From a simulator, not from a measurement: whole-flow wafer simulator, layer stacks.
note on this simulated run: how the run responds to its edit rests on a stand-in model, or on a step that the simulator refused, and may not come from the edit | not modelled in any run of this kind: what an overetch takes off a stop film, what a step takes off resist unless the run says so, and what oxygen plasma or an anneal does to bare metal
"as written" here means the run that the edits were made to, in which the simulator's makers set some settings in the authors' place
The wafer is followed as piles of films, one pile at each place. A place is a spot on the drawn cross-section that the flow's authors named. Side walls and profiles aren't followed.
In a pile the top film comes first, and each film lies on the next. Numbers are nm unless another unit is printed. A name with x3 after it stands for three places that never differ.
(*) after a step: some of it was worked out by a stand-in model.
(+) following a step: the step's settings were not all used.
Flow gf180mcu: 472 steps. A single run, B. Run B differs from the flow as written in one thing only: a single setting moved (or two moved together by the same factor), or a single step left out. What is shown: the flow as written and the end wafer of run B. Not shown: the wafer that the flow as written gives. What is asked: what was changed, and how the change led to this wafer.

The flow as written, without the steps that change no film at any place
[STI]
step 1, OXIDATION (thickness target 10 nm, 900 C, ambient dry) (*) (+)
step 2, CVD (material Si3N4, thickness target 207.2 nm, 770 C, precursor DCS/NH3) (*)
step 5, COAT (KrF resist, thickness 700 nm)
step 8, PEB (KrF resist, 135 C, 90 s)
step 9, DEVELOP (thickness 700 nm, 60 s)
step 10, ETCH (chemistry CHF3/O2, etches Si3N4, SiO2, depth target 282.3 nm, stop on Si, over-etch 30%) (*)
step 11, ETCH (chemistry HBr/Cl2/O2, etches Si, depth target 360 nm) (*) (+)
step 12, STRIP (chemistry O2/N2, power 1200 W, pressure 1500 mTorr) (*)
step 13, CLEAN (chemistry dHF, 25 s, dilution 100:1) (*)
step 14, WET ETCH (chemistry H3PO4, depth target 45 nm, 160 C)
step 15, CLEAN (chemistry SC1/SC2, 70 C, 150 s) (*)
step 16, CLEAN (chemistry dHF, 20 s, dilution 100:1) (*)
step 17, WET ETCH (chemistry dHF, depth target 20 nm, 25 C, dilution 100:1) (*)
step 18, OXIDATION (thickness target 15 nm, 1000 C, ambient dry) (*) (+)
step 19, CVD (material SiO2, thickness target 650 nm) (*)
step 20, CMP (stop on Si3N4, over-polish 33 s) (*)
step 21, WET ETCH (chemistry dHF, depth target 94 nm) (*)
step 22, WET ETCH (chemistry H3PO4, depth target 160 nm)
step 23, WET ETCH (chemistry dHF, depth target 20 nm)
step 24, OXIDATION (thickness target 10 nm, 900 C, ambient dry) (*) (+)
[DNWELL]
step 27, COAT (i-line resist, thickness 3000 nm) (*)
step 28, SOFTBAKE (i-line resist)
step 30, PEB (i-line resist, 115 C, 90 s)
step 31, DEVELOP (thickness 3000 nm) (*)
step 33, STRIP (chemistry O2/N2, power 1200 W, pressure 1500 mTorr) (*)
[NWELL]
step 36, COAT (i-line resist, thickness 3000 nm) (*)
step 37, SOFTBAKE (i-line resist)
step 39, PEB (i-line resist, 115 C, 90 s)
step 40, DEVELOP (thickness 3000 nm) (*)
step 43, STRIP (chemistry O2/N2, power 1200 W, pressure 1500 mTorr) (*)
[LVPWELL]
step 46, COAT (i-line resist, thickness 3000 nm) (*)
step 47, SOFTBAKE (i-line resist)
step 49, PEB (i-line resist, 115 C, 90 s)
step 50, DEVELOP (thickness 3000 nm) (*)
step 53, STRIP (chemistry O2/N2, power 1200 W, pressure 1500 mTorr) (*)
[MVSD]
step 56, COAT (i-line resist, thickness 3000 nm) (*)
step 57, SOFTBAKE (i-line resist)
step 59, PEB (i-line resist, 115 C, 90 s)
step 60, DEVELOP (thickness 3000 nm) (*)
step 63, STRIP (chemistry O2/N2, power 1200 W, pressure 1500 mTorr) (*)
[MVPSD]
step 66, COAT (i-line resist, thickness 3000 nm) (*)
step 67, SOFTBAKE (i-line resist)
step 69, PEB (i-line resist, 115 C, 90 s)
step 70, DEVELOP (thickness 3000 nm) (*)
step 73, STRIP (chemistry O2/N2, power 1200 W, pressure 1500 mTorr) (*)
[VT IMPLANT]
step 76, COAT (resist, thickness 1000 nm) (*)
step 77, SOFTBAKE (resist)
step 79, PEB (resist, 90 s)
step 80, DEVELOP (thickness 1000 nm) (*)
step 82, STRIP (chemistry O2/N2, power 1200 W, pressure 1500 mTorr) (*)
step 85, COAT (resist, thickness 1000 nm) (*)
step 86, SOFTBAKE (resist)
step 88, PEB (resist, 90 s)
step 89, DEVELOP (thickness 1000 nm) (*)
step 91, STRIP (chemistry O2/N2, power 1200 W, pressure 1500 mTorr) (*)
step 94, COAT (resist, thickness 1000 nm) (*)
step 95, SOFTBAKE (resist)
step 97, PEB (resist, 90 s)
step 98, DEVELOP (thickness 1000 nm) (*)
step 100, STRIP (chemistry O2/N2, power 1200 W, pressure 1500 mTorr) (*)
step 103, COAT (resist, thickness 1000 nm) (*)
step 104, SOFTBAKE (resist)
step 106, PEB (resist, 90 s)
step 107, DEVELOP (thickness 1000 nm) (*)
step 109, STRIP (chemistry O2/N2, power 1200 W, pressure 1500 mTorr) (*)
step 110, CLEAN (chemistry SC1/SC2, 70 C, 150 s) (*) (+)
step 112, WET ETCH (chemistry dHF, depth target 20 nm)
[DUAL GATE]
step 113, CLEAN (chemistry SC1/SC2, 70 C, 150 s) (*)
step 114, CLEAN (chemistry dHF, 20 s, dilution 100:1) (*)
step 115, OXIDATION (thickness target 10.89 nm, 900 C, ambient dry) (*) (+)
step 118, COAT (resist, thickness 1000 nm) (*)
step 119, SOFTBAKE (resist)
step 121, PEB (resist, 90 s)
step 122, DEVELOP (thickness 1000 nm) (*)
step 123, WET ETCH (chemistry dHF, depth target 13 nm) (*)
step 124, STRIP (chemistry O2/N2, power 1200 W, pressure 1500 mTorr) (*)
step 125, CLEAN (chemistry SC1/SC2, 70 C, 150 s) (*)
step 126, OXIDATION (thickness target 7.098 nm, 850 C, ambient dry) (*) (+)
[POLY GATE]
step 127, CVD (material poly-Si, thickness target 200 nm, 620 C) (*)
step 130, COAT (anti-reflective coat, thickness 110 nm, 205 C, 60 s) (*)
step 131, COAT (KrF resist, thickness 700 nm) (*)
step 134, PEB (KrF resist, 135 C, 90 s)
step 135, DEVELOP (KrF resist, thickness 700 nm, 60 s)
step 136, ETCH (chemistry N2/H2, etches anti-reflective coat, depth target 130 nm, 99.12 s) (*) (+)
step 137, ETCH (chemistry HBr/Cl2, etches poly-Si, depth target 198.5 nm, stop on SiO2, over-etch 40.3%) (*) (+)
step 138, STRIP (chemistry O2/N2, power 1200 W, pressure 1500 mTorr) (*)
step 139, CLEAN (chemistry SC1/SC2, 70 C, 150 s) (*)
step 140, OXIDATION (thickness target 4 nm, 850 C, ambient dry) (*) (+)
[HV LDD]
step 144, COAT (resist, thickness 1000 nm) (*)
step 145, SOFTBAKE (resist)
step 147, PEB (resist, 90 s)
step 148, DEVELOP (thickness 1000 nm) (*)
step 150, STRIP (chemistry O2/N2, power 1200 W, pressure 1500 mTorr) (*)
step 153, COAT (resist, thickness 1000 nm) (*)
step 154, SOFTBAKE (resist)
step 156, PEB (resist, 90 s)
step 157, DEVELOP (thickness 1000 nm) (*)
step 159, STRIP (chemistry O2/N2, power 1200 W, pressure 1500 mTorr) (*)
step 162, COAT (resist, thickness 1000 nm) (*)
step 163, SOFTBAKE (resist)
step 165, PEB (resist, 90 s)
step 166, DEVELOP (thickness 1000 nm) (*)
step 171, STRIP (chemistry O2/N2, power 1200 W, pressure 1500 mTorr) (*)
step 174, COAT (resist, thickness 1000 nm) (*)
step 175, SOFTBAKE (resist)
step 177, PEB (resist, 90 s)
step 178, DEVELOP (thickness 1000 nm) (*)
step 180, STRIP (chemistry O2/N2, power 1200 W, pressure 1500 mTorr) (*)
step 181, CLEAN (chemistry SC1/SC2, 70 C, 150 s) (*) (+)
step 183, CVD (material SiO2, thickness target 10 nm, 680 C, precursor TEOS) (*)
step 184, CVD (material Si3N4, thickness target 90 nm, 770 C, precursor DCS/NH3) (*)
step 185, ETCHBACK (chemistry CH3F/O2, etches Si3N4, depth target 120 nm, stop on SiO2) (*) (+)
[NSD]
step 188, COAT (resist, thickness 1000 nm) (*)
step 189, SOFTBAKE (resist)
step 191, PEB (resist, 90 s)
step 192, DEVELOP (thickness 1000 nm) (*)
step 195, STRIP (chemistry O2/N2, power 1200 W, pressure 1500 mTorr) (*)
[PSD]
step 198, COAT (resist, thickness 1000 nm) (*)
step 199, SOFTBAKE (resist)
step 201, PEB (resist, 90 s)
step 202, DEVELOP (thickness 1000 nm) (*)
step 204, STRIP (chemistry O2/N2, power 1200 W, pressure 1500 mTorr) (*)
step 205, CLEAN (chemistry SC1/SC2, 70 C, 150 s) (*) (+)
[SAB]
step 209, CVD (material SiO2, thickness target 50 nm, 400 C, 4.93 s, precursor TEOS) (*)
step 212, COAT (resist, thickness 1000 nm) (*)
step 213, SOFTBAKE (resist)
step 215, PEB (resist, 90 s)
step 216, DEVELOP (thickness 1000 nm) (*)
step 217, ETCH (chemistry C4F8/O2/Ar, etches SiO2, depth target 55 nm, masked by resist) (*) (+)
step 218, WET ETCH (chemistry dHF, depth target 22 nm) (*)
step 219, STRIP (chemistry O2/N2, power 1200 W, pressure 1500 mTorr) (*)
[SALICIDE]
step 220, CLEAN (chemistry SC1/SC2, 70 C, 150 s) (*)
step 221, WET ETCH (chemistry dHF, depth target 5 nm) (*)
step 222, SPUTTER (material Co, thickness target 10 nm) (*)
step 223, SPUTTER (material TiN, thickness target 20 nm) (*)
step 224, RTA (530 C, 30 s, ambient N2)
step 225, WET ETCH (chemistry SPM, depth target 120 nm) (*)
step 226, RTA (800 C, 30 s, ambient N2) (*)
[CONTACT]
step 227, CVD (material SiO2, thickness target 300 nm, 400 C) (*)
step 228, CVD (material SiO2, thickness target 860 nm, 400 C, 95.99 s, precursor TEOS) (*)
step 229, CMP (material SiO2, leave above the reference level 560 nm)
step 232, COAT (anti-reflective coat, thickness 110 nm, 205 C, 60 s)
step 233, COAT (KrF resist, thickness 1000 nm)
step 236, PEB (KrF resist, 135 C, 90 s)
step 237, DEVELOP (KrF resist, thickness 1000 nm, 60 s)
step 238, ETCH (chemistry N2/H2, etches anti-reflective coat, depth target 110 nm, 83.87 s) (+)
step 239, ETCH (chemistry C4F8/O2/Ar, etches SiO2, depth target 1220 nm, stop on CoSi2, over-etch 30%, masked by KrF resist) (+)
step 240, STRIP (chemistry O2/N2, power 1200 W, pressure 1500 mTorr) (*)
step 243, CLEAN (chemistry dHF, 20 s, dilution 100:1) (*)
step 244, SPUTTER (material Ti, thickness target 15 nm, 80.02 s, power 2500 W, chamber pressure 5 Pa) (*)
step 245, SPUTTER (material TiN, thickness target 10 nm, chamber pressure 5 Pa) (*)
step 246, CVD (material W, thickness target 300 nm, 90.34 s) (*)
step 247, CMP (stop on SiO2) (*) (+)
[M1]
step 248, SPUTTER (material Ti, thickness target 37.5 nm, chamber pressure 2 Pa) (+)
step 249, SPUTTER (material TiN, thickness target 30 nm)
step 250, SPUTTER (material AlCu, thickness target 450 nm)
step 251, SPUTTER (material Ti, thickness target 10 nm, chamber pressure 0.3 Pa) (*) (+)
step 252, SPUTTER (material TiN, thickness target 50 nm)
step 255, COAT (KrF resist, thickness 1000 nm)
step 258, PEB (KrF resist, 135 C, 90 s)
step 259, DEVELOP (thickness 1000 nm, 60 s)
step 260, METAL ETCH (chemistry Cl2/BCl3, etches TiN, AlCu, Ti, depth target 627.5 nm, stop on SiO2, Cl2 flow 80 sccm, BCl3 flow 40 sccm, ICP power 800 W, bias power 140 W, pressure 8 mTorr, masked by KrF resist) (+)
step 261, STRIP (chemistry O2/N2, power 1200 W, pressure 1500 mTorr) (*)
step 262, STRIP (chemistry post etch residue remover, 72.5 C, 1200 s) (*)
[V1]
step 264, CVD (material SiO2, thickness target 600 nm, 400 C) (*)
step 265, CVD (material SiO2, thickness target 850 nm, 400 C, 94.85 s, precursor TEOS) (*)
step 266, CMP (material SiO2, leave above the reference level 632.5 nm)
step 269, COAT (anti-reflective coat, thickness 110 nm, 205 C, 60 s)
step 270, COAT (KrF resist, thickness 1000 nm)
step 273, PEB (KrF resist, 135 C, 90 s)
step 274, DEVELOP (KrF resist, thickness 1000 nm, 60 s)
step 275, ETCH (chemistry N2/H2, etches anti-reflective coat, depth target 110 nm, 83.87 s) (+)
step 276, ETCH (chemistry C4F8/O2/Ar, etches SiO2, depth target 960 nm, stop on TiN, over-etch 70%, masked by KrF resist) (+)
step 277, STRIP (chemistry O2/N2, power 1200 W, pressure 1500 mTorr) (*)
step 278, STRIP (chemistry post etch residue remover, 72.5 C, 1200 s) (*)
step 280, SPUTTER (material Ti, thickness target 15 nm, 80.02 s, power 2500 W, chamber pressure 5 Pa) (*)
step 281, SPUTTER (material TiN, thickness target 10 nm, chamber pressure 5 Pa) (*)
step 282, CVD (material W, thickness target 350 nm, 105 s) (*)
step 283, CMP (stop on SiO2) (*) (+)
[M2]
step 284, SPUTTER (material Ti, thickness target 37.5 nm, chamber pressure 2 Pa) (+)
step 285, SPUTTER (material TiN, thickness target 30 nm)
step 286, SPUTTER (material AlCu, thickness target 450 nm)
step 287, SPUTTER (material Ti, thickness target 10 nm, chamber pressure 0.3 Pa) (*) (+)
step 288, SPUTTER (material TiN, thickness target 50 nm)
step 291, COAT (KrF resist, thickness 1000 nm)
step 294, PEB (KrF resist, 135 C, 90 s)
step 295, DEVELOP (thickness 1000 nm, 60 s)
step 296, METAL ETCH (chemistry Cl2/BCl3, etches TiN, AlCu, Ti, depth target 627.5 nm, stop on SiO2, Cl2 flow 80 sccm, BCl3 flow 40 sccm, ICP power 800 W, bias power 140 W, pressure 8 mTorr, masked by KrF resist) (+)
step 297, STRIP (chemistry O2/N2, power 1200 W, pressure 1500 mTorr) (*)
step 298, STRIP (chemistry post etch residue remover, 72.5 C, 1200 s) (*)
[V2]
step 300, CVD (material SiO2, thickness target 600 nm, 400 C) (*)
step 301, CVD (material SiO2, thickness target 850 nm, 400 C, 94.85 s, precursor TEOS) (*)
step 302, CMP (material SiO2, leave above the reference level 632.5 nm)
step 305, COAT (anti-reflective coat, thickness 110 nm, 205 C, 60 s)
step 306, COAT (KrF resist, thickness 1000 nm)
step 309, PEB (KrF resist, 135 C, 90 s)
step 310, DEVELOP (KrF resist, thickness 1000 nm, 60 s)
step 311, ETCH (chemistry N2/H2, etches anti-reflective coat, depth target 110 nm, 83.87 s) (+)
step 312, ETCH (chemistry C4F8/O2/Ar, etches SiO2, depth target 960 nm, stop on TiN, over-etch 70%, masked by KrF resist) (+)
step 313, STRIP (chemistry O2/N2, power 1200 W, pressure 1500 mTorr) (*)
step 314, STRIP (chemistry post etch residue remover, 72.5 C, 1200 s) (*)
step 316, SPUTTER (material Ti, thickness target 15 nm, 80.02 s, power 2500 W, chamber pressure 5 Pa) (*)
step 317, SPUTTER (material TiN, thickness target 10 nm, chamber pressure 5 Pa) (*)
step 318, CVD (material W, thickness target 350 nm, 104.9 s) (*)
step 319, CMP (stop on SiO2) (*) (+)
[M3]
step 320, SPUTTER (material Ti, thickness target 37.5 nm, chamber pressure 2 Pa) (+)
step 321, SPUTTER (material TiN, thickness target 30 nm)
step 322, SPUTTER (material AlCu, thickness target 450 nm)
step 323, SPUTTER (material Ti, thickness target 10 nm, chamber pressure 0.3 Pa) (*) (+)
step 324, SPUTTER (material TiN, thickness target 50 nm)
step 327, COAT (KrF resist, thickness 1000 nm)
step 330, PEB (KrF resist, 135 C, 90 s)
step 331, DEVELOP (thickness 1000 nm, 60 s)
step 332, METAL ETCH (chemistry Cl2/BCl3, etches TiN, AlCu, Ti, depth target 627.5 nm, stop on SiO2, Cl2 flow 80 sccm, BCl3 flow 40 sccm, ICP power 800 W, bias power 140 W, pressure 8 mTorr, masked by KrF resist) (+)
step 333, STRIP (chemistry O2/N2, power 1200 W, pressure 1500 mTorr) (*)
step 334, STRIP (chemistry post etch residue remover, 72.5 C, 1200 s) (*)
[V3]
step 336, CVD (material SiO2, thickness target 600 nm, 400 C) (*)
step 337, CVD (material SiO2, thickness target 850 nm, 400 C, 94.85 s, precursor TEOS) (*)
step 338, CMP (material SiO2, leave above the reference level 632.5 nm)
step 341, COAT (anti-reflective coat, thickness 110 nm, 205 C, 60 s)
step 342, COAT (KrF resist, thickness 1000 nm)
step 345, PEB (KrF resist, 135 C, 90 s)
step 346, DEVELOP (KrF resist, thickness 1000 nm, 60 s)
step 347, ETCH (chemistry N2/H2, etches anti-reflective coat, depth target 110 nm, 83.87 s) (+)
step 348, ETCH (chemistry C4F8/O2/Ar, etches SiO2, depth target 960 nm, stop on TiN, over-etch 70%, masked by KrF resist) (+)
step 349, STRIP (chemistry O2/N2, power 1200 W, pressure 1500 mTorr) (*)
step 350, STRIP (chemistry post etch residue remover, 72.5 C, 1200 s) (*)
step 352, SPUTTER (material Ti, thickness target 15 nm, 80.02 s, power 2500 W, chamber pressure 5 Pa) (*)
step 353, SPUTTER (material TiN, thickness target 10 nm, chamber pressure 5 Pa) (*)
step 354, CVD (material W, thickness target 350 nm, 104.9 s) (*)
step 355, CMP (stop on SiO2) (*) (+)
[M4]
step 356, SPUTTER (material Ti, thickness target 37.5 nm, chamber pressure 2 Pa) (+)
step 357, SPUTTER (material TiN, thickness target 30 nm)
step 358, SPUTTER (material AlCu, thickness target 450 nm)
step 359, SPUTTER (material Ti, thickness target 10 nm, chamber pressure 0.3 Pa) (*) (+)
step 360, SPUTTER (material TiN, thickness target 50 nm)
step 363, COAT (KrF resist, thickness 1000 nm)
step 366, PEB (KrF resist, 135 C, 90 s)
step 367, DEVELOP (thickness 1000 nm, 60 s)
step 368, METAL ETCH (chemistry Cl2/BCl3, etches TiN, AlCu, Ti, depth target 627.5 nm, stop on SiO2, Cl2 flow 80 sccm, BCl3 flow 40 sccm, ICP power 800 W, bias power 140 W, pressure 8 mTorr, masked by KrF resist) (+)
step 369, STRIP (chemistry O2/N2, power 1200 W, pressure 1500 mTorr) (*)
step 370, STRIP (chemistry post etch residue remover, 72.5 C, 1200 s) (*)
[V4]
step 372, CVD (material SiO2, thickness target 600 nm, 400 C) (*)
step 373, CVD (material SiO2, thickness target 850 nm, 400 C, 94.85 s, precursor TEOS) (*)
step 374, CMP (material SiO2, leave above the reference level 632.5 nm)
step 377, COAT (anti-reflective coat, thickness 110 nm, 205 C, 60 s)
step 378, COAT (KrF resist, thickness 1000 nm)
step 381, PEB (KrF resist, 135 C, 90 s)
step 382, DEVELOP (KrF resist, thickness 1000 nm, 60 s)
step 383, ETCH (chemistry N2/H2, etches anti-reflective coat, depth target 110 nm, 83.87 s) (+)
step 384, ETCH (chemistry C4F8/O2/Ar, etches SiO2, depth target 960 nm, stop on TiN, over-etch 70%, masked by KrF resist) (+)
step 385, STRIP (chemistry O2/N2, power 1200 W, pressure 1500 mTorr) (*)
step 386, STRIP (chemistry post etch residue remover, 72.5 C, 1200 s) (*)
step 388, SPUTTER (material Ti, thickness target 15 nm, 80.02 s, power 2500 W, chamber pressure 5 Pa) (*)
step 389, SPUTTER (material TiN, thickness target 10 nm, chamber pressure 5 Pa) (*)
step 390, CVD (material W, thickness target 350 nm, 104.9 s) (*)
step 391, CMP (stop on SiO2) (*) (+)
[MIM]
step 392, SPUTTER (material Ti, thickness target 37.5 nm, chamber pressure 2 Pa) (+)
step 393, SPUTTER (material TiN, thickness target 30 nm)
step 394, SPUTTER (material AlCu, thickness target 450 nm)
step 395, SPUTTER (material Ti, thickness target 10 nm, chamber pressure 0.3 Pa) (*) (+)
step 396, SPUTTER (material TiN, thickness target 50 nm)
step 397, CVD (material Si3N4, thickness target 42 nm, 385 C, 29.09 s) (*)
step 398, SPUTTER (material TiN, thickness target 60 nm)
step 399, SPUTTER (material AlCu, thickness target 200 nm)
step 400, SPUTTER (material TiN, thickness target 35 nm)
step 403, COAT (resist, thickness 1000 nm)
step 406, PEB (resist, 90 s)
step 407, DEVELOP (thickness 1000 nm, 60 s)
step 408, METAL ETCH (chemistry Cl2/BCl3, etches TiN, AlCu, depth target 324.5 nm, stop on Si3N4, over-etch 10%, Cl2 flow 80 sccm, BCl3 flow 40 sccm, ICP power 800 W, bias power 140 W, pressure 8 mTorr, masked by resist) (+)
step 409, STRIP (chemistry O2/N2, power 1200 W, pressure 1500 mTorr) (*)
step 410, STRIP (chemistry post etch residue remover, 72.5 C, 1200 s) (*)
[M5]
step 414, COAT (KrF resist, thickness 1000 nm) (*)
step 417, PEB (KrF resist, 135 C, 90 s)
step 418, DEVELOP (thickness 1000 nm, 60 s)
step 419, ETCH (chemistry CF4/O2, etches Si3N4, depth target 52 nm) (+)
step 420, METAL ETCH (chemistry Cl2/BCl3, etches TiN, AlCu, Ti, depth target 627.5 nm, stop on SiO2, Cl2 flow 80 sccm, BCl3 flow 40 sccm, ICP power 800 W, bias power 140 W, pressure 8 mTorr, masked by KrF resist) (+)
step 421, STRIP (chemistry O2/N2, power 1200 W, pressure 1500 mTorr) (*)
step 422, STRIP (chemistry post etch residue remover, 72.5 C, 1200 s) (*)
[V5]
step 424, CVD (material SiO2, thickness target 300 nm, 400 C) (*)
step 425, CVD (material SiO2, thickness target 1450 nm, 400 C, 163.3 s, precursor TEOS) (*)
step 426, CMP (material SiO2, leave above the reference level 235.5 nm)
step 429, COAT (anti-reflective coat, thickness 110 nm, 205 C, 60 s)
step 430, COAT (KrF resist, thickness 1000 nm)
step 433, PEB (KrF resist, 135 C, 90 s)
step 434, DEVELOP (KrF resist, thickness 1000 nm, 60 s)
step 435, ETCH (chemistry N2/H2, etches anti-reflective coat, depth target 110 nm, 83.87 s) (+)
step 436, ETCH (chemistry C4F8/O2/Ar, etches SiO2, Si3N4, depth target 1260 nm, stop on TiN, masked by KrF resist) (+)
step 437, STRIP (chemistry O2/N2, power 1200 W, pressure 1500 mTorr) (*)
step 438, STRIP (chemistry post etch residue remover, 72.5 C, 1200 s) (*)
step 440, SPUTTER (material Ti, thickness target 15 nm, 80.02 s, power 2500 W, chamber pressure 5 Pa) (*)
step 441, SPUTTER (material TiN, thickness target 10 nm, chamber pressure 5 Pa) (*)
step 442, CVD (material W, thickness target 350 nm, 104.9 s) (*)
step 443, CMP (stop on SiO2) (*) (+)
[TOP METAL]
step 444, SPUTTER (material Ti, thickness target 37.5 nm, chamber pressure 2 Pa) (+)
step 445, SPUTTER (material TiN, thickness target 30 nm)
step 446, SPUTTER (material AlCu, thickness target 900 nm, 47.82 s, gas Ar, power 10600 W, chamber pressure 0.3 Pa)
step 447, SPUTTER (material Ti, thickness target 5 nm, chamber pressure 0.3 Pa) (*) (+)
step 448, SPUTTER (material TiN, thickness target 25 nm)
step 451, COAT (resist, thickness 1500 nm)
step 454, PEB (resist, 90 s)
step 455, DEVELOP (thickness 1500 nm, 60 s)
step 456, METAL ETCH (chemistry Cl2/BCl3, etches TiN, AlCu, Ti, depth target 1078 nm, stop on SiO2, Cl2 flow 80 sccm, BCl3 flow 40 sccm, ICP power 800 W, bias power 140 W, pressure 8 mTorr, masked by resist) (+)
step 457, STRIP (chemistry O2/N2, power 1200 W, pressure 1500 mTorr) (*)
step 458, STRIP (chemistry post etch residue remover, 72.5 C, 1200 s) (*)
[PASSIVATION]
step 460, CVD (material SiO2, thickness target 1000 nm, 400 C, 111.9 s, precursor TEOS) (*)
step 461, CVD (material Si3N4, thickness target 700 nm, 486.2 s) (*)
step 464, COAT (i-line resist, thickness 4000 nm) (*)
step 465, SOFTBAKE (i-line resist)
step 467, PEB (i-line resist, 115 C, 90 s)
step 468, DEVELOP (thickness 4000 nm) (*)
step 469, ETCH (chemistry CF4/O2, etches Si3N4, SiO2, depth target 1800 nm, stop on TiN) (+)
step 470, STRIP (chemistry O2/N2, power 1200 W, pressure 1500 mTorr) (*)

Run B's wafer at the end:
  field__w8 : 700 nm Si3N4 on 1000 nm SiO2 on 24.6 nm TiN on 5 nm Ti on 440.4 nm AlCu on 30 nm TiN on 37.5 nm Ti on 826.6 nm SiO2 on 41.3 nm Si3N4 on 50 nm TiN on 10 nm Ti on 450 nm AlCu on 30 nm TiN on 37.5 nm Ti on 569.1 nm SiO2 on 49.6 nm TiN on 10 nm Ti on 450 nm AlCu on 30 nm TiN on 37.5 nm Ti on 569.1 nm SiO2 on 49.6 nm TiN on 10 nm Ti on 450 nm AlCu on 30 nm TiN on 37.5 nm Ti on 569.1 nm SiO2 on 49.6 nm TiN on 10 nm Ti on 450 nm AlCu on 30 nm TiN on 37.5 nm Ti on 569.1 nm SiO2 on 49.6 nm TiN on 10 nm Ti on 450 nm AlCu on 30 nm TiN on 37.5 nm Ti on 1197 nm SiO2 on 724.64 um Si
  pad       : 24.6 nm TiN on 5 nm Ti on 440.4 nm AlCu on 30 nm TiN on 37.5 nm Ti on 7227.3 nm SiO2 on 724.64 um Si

The reason: step 446, SPUTTER: 23.91 s was run, though the flow has 47.82 s.

How this came from the change, step by step:
  step 446, SPUTTER (material AlCu, thickness target 900 nm, 47.82 s, gas Ar, power 10600 W, chamber pressure 0.3 Pa)
      field, field__w1, field__w2 and 109 more: AlCu gains 440.4 (new film) (as written it would have been: AlCu gains 900 (new film))
  step 456, METAL ETCH (chemistry Cl2/BCl3, etches TiN, AlCu, Ti, depth target 1078 nm, stop on SiO2, Cl2 flow 80 sccm, BCl3 flow 40 sccm, ICP power 800 W, bias power 140 W, pressure 8 mTorr, masked by resist) (+)
      field, field__w1, field__w2 and 103 more: TiN loses 25 (all of it), Ti loses 5 (all of it), AlCu loses 440.4 (all of it), TiN loses 30 (all of it), Ti loses 37.5 (all of it) (as written it would have been: TiN loses 25 (all of it), Ti loses 5 (all of it), AlCu loses 900 (all of it), TiN loses 30 (all of it), Ti loses 37.5 (all of it))
      field__w8, contact, m1, m1__w1, pad, m1_nw: resist loses 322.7 (as written it would have been: resist loses 431)
  step 457, STRIP (chemistry O2/N2, power 1200 W, pressure 1500 mTorr) (*)
      field__w8, contact, m1, m1__w1, pad, m1_nw: resist loses 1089 (all of it) (as written it would have been: resist loses 980.8 (all of it))
  step 464, COAT (i-line resist, thickness 4000 nm) (*)
      field: i-line resist gains 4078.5 (new film) (as written it would have been: i-line resist gains 4171.5 (new film))
      field__w8: i-line resist gains 3504.4 (new film) (as written it would have been: i-line resist gains 3093.1 (new film))
      (also at 8 further places)
  step 465, SOFTBAKE (i-line resist)
      active: i-line resist loses 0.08 (as written it would have been: i-line resist gains 3.97)
      field__w5, field__w9: i-line resist gains 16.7 (as written it would have been: i-line resist gains 37.3)
      (also at 66 further places)
  step 467, PEB (i-line resist, 115 C, 90 s)
      field__w8, m1__w1: i-line resist loses 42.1 (as written it would have been: i-line resist loses 34.7)
      contact, m1: i-line resist loses 42.3 (as written it would have been: i-line resist loses 35.1)
      (also at 2 further places)
  step 468, DEVELOP (thickness 4000 nm) (*)
      pad: i-line resist loses 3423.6 (all of it) (as written it would have been: i-line resist loses 2974.8 (all of it))
  step 470, STRIP (chemistry O2/N2, power 1200 W, pressure 1500 mTorr) (*)
      field__w8, m1__w1: i-line resist loses 2230.7 (all of it) (as written it would have been: i-line resist loses 1787.7 (all of it))
      contact: i-line resist loses 2240.5 (all of it) (as written it would have been: i-line resist loses 1811.2 (all of it))
      (also at 2 further places)
